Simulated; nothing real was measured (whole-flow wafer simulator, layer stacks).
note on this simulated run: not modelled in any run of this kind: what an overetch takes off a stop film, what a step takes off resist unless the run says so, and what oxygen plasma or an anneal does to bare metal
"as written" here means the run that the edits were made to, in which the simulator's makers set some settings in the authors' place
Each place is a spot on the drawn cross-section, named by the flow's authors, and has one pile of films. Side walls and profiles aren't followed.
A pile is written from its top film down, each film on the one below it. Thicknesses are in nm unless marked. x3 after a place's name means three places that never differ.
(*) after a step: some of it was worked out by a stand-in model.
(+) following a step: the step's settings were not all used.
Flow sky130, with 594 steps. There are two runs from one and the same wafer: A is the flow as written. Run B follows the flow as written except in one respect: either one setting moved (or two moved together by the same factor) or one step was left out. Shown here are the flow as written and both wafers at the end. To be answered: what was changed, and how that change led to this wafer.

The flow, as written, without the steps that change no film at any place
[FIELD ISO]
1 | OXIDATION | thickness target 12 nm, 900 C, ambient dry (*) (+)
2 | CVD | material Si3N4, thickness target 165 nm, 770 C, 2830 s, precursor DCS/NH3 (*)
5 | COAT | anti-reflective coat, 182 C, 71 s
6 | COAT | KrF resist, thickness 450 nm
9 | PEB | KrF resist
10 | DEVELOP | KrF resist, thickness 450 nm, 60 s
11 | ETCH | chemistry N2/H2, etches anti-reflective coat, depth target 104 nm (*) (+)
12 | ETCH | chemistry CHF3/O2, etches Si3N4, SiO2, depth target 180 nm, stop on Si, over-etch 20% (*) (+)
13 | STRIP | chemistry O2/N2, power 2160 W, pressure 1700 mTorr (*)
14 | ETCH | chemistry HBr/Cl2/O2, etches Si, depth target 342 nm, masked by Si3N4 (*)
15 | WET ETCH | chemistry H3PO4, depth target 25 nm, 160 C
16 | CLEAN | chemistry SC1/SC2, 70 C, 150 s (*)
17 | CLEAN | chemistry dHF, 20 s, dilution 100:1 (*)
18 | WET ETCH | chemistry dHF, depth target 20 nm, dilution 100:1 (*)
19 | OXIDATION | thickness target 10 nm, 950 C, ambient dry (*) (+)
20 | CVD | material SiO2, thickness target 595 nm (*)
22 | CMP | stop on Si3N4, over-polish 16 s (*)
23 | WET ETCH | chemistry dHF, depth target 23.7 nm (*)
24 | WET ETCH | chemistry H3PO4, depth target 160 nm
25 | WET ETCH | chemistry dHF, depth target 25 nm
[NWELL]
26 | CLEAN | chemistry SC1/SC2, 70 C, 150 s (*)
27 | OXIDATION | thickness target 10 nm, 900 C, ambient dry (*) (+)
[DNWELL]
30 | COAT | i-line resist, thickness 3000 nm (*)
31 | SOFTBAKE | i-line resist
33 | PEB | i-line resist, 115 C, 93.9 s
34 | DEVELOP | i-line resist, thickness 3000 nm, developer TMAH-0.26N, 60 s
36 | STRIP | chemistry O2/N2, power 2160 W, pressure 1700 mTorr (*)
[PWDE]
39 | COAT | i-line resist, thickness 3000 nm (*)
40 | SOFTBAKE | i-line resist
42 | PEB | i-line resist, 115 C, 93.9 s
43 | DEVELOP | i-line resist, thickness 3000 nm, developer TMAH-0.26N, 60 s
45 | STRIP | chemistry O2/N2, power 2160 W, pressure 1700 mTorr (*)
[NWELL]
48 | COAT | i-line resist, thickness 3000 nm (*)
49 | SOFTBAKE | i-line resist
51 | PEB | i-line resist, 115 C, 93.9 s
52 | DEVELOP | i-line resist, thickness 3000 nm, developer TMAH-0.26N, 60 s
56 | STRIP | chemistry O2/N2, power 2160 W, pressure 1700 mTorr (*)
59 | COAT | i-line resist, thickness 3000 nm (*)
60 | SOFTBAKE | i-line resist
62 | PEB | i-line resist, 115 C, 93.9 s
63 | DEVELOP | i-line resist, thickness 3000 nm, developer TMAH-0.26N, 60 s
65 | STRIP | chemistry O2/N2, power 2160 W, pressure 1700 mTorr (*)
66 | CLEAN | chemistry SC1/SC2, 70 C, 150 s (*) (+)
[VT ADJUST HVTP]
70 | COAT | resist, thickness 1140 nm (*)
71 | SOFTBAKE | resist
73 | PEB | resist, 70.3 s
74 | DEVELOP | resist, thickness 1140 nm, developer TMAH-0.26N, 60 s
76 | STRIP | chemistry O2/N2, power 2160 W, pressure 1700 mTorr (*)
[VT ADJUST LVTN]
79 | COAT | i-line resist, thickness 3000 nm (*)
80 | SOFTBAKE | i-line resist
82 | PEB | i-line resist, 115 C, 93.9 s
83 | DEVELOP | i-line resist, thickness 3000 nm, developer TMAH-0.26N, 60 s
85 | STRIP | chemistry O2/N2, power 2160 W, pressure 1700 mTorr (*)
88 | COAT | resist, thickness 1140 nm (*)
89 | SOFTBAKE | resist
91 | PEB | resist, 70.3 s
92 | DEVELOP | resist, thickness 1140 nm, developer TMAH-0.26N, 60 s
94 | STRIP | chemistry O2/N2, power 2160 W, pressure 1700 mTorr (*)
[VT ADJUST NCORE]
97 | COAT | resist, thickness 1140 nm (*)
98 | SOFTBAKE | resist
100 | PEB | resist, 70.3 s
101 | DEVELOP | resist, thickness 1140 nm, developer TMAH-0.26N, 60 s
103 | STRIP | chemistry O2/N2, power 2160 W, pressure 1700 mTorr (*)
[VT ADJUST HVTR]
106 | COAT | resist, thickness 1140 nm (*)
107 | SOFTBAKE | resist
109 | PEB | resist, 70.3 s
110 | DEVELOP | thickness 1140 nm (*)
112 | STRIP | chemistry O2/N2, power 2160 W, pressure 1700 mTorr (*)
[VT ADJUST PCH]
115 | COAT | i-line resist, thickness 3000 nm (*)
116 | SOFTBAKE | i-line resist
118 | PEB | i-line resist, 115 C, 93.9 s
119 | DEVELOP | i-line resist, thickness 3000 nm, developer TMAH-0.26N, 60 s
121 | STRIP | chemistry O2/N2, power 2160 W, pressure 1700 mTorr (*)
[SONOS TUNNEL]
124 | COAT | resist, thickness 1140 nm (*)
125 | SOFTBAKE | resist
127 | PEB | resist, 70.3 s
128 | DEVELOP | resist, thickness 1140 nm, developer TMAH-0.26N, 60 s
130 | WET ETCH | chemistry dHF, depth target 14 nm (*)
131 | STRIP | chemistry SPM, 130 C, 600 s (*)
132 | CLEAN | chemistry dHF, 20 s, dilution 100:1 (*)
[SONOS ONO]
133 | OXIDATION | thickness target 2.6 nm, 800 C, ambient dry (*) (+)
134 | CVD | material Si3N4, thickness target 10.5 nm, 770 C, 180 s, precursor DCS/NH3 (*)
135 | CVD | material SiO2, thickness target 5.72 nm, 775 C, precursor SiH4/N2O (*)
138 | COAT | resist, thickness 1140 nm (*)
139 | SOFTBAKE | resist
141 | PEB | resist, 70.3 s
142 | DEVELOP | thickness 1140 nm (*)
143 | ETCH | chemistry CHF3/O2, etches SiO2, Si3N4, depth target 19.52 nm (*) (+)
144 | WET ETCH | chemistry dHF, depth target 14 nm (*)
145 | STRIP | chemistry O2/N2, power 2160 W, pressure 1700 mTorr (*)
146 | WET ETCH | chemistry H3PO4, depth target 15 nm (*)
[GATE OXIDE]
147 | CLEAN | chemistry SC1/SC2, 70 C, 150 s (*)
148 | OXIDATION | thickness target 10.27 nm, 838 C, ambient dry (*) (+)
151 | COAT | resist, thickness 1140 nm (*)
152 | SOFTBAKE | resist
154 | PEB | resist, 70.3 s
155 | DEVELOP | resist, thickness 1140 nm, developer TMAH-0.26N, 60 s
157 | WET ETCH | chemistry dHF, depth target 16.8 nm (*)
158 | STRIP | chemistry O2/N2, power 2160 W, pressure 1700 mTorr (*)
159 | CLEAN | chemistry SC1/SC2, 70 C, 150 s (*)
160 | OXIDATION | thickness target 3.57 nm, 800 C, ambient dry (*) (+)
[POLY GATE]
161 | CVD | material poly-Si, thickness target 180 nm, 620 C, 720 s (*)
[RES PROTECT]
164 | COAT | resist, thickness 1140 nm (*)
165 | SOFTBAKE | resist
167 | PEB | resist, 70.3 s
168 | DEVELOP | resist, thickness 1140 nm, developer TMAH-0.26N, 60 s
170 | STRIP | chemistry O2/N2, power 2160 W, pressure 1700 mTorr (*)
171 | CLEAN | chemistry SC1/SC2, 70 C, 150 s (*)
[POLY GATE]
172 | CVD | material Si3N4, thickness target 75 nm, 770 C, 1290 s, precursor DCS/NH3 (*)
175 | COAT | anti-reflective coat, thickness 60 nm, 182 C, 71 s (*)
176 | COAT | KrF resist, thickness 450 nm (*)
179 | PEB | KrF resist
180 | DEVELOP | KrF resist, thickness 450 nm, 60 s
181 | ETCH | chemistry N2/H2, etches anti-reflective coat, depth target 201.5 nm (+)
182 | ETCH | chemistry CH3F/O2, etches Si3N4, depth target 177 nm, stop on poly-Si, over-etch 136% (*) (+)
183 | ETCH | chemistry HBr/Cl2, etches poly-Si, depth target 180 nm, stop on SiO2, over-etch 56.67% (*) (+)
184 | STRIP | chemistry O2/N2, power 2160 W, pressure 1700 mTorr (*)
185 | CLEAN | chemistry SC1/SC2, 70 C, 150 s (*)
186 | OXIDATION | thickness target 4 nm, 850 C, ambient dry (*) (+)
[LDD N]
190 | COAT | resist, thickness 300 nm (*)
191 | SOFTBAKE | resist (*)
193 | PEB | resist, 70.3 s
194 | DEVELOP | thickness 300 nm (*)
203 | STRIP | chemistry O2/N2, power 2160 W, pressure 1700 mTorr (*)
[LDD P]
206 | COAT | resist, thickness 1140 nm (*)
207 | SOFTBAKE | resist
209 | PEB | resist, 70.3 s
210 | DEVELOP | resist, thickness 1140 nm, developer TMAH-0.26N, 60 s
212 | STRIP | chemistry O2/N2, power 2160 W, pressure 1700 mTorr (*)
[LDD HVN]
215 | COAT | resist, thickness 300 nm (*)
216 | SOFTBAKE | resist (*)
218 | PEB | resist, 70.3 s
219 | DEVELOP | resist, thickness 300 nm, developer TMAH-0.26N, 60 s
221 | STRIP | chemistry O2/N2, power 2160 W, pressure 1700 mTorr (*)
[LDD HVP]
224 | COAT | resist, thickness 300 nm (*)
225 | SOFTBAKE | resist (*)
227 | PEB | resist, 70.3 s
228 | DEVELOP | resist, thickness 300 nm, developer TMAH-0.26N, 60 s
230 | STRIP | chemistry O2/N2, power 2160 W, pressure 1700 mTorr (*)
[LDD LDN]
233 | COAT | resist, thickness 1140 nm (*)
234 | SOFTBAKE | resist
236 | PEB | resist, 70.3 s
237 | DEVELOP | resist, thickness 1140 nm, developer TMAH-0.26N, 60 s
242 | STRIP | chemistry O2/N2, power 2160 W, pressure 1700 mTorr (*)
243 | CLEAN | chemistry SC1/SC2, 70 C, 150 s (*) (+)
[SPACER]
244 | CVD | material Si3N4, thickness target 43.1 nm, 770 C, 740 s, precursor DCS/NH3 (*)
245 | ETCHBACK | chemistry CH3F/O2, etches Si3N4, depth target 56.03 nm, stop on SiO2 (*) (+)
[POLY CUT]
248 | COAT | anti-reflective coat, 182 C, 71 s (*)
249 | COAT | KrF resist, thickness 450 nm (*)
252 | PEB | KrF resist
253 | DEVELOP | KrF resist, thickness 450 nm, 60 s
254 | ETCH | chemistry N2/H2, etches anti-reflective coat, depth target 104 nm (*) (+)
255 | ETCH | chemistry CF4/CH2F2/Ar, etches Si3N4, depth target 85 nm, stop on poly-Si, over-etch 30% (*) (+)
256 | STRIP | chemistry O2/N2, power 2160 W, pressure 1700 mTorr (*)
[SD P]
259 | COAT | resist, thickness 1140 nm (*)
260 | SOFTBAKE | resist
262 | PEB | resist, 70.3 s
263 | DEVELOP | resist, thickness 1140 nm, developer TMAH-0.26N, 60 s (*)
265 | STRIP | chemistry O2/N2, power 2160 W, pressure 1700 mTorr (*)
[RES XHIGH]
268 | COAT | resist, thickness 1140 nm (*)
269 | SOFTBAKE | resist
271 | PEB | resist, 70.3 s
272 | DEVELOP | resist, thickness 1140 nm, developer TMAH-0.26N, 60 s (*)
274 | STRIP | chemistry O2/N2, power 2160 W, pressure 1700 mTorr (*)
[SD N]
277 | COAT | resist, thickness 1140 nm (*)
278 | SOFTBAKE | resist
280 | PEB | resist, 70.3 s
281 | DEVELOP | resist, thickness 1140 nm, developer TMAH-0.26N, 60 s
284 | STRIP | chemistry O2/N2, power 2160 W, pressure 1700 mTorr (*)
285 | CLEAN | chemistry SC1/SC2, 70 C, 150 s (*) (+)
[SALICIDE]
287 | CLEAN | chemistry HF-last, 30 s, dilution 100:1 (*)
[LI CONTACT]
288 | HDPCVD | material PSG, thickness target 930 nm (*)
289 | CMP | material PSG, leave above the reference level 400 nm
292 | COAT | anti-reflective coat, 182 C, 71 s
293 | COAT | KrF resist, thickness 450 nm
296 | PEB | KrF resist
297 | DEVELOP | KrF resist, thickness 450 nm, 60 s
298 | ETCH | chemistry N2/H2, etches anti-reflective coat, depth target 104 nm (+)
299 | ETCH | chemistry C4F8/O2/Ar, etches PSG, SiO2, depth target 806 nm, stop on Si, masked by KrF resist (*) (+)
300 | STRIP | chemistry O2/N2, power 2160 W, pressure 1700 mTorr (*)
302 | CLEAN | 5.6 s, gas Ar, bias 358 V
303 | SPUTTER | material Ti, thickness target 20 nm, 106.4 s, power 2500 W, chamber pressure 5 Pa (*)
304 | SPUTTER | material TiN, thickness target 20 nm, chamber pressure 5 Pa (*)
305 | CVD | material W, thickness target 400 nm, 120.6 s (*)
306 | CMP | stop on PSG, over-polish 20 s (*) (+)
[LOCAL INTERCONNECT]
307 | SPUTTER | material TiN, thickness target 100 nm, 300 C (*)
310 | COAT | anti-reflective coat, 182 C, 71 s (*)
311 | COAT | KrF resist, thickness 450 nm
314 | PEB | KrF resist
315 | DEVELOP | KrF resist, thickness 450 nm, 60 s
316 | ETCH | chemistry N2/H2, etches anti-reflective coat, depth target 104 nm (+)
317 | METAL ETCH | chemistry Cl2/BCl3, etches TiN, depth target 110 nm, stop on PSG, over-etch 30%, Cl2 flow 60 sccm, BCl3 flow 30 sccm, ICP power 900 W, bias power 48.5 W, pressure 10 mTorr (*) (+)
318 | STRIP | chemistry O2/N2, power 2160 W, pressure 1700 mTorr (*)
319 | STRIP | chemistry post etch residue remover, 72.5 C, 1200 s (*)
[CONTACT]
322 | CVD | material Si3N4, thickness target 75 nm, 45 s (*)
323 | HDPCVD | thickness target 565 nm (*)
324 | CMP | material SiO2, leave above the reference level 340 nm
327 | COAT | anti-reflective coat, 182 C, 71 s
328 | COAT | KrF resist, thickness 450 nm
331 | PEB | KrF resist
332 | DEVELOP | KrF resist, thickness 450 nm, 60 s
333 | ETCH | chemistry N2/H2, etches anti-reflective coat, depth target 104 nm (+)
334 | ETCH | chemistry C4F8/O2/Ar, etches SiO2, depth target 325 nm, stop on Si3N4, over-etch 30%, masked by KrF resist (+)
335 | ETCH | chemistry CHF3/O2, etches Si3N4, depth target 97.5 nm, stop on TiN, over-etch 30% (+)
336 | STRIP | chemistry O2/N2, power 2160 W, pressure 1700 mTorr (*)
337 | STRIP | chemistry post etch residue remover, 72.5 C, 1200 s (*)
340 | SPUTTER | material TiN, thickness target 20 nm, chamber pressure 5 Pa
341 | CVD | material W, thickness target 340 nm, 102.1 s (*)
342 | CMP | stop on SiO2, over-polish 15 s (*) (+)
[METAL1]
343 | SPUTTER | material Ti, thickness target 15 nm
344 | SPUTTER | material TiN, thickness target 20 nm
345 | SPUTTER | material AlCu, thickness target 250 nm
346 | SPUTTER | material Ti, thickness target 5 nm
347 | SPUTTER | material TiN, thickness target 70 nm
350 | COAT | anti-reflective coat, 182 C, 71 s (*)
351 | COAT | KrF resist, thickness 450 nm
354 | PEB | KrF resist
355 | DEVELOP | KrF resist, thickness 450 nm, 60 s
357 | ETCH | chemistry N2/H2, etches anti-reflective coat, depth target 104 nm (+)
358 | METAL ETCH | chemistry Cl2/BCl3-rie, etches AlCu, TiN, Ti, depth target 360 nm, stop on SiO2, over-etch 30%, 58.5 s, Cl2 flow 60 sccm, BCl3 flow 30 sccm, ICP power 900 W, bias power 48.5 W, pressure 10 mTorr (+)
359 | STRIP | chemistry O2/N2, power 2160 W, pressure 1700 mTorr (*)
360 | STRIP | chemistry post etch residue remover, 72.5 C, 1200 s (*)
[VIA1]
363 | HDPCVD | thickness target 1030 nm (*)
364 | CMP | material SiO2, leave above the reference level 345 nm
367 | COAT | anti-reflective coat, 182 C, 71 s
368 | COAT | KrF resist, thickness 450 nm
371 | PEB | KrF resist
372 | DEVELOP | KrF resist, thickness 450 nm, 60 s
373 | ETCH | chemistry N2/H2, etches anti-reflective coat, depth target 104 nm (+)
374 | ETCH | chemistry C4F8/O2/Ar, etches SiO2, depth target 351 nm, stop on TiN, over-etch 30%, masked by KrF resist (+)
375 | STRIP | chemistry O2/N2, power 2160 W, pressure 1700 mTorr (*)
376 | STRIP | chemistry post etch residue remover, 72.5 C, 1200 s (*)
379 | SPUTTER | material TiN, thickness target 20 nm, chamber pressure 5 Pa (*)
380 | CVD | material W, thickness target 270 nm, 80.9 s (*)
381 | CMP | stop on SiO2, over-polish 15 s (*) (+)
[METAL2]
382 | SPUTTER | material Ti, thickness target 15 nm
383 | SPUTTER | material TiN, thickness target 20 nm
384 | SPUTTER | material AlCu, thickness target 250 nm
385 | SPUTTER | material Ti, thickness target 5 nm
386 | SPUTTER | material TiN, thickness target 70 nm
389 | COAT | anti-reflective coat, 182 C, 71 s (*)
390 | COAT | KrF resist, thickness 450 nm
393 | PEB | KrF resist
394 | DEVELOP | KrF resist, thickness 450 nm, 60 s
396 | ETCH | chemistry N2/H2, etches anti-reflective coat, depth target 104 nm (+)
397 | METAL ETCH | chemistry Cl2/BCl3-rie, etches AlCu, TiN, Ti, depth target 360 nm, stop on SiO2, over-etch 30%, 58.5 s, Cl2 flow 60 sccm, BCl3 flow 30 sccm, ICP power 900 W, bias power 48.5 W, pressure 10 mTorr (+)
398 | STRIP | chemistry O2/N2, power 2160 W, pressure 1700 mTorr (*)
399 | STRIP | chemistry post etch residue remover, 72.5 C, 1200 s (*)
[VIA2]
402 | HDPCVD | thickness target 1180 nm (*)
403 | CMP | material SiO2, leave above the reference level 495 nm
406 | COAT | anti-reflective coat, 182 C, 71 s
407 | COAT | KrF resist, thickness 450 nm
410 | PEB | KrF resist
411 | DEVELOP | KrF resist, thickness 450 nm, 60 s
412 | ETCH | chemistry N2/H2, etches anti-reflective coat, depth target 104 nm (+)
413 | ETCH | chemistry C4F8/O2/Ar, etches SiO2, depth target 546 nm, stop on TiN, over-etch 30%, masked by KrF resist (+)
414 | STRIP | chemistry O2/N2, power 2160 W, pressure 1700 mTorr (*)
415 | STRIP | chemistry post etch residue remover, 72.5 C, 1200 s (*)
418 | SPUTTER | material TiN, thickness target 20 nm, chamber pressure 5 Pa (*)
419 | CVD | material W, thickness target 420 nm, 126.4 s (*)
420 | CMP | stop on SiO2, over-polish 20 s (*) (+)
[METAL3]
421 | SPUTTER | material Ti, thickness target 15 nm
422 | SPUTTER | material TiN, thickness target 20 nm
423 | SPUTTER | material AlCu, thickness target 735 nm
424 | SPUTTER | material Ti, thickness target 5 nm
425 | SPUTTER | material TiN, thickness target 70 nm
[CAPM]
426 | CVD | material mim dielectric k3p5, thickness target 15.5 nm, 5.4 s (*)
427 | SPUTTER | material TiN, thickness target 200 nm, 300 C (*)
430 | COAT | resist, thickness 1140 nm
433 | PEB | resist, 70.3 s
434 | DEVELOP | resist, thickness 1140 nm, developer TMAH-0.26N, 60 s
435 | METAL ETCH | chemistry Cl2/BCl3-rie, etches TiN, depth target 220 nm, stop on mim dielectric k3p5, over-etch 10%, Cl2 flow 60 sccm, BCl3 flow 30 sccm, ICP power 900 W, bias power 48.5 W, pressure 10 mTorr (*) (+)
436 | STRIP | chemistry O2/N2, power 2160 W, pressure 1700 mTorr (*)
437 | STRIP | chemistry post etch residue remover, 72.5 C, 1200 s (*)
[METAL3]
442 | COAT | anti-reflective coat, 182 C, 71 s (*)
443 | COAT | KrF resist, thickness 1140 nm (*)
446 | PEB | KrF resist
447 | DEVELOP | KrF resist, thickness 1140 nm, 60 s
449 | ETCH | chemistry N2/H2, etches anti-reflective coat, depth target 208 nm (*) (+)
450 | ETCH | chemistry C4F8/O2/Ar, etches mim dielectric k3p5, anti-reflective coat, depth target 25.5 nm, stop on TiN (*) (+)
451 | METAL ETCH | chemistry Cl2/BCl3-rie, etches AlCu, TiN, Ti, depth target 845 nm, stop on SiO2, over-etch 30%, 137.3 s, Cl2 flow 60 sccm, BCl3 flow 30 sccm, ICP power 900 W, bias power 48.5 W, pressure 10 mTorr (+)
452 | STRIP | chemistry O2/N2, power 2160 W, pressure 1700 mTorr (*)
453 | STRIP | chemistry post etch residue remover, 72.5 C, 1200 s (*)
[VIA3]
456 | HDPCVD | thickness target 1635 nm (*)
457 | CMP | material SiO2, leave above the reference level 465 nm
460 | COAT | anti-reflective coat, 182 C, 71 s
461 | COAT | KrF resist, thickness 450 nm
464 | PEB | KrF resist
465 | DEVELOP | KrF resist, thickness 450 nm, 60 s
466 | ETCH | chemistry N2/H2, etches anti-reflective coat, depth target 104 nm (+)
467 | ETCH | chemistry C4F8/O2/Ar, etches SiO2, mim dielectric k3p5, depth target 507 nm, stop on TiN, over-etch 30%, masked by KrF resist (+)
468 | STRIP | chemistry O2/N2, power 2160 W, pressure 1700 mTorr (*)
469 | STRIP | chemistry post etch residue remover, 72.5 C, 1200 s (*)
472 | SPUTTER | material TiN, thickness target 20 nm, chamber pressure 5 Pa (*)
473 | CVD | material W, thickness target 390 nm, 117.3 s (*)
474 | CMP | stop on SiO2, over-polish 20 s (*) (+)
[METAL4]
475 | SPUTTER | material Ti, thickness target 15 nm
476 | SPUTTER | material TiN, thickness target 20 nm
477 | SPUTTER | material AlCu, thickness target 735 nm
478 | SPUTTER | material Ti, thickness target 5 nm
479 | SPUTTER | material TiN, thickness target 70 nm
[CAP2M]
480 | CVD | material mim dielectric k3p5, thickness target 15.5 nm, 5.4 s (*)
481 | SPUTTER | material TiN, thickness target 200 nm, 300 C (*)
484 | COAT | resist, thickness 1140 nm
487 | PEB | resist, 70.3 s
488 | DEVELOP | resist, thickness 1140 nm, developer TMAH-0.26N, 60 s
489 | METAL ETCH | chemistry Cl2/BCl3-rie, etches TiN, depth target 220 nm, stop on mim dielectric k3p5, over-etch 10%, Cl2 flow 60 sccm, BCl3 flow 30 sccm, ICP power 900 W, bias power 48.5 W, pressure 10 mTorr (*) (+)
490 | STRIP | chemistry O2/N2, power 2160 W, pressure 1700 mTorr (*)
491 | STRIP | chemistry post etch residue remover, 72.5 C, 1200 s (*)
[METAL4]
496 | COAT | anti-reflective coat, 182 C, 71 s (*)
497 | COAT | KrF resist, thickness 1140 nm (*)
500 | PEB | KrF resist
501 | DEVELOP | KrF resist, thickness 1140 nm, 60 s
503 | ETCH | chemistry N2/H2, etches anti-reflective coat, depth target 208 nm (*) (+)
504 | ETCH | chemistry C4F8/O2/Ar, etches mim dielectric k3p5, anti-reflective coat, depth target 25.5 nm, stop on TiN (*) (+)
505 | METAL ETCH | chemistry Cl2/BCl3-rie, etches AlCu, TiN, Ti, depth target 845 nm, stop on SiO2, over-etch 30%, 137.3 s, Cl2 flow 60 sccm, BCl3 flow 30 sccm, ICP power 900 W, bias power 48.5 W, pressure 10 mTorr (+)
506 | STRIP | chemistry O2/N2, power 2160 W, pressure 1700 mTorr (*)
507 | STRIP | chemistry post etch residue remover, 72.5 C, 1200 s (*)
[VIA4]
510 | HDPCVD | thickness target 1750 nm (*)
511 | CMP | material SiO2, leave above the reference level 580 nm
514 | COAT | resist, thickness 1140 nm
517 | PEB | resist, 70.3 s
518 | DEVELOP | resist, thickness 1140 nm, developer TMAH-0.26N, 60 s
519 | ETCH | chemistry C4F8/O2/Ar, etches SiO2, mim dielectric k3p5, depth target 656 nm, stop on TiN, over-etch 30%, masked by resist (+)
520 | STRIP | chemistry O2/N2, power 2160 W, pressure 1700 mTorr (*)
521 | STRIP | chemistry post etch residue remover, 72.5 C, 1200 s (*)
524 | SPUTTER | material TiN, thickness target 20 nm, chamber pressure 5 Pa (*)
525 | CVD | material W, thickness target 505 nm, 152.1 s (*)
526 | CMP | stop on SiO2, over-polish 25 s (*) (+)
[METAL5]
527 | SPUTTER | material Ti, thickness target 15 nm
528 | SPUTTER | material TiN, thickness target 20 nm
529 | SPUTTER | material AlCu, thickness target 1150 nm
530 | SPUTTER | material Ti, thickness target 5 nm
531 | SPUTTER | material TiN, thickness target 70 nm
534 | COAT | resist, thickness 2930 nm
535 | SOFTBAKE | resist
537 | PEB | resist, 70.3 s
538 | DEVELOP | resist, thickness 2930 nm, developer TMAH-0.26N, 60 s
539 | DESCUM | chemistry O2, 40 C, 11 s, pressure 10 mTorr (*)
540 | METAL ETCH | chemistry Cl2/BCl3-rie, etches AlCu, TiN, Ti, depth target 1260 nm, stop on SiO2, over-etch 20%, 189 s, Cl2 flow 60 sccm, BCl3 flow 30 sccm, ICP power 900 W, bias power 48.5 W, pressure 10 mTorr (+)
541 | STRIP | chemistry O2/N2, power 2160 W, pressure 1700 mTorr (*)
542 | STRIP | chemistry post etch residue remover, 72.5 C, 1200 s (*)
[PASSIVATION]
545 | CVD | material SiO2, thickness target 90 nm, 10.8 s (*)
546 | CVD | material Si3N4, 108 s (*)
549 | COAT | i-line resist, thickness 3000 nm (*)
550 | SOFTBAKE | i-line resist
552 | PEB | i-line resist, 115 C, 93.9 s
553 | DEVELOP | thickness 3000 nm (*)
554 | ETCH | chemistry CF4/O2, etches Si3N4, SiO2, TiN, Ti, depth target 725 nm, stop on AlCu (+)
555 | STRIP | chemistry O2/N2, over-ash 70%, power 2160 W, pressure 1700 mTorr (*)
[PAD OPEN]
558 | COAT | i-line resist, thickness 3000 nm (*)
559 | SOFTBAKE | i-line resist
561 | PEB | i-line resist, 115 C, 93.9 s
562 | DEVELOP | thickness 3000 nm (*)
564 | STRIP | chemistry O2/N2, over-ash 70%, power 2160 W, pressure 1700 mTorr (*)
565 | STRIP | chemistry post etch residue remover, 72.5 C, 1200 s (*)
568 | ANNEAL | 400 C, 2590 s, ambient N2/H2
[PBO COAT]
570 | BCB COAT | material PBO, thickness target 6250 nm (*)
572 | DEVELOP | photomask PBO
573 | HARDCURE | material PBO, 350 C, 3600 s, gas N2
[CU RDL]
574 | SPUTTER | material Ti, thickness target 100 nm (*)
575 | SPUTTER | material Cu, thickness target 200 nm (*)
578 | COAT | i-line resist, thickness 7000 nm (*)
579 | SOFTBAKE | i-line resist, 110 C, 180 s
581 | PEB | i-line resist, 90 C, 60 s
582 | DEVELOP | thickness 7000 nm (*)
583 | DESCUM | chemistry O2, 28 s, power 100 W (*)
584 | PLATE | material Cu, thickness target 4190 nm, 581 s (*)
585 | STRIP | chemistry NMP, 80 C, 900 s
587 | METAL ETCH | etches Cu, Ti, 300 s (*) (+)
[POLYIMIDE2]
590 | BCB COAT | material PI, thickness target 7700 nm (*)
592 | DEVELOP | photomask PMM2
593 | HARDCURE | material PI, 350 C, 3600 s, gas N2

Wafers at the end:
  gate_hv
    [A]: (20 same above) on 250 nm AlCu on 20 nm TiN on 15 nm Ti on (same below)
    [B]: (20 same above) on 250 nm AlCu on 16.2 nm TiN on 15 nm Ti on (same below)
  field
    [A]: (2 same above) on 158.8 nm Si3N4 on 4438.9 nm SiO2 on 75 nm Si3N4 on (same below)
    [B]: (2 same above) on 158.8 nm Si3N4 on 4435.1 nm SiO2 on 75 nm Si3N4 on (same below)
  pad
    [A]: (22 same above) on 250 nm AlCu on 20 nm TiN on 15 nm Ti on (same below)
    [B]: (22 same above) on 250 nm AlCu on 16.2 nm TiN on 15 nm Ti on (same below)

What caused this: step 383, SPUTTER: thickness target 16.2 nm was run, whereas the flow has thickness target 20 nm.
One can read it off the wafer: gate_hv has TiN 16.2, and step 383 as written asks for 20 nm.

How this came from the change, step by step:
  383 | SPUTTER | material TiN, thickness target 20 nm
      field, active, n_well and 188 more: A TiN gains 20 (new film) | B TiN gains 16.2 (new film)
  397 | METAL ETCH | chemistry Cl2/BCl3-rie, etches AlCu, TiN, Ti, depth target 360 nm, stop on SiO2, over-etch 30%, 58.5 s, Cl2 flow 60 sccm, BCl3 flow 30 sccm, ICP power 900 W, bias power 48.5 W, pressure 10 mTorr (+)
      field, active, gate and 82 more: A TiN loses 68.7 (all of it), Ti loses 5 (all of it), AlCu loses 250 (all of it), TiN loses 20 (all of it), Ti loses 15 (all of it), SiO2 loses 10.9 | B TiN loses 68.7 (all of it), Ti loses 5 (all of it), AlCu loses 250 (all of it), TiN loses 16.2 (all of it), Ti loses 15 (all of it), SiO2 loses 11.3
